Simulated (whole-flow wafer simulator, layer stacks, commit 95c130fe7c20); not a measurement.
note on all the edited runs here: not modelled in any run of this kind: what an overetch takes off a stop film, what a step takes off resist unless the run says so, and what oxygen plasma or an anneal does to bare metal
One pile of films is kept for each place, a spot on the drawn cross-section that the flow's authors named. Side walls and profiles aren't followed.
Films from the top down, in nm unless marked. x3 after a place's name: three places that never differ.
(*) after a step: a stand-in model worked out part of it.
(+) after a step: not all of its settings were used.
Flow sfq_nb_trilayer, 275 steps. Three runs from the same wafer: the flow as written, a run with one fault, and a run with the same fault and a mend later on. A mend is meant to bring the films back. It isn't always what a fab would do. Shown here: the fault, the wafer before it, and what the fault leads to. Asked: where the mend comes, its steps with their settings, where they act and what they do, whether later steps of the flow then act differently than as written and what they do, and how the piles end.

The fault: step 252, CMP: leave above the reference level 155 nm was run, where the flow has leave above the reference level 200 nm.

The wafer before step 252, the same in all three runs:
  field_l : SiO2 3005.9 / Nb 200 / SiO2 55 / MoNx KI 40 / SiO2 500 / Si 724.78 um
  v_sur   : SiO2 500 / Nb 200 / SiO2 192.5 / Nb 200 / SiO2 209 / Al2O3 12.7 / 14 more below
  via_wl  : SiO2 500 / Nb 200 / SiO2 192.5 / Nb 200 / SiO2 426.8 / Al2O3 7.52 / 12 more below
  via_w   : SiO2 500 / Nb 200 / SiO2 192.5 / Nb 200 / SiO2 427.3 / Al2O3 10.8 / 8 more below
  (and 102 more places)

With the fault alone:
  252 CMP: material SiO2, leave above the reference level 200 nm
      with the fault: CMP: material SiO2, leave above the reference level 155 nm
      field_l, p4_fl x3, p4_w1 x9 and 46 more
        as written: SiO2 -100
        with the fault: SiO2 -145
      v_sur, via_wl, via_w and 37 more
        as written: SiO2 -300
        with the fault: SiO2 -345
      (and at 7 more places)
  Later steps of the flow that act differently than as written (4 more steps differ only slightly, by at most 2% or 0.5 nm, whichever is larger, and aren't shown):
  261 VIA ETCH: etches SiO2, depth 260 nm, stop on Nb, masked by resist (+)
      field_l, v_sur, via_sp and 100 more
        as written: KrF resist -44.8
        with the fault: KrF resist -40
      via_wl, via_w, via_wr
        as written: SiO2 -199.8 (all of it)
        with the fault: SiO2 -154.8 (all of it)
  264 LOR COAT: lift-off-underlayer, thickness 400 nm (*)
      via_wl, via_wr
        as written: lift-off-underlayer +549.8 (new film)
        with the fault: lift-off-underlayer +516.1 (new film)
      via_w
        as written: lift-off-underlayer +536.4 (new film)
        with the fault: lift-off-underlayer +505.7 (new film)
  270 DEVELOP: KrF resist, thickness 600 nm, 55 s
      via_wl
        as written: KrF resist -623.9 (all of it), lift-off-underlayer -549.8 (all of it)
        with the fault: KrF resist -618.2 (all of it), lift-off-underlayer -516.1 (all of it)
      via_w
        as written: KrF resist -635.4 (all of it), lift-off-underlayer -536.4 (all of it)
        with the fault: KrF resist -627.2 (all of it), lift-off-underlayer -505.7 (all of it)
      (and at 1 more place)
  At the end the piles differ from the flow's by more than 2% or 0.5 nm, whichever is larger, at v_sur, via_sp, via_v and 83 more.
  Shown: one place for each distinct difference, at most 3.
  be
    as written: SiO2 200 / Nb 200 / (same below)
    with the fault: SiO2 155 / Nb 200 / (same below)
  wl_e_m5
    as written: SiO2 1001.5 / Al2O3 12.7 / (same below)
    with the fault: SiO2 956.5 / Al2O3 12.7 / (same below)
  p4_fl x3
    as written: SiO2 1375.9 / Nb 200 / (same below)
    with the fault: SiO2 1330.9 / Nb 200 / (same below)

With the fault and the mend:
  The mend comes after step 253.
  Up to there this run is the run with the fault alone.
  253a PECVD: material SiO2, thickness 45 nm, 150 C, 10 s, RF power 183.3 W, pressure 2.4 Torr, precursor SiH4/N2O (the flow's step 251 once more, with other settings)
      field_l, v_sur, via_wl and 103 more
        SiO2 +45
  No later step of the flow acts differently than as written at any place that is followed.
  At the end the piles are the same as the flow's at every place that both follow.
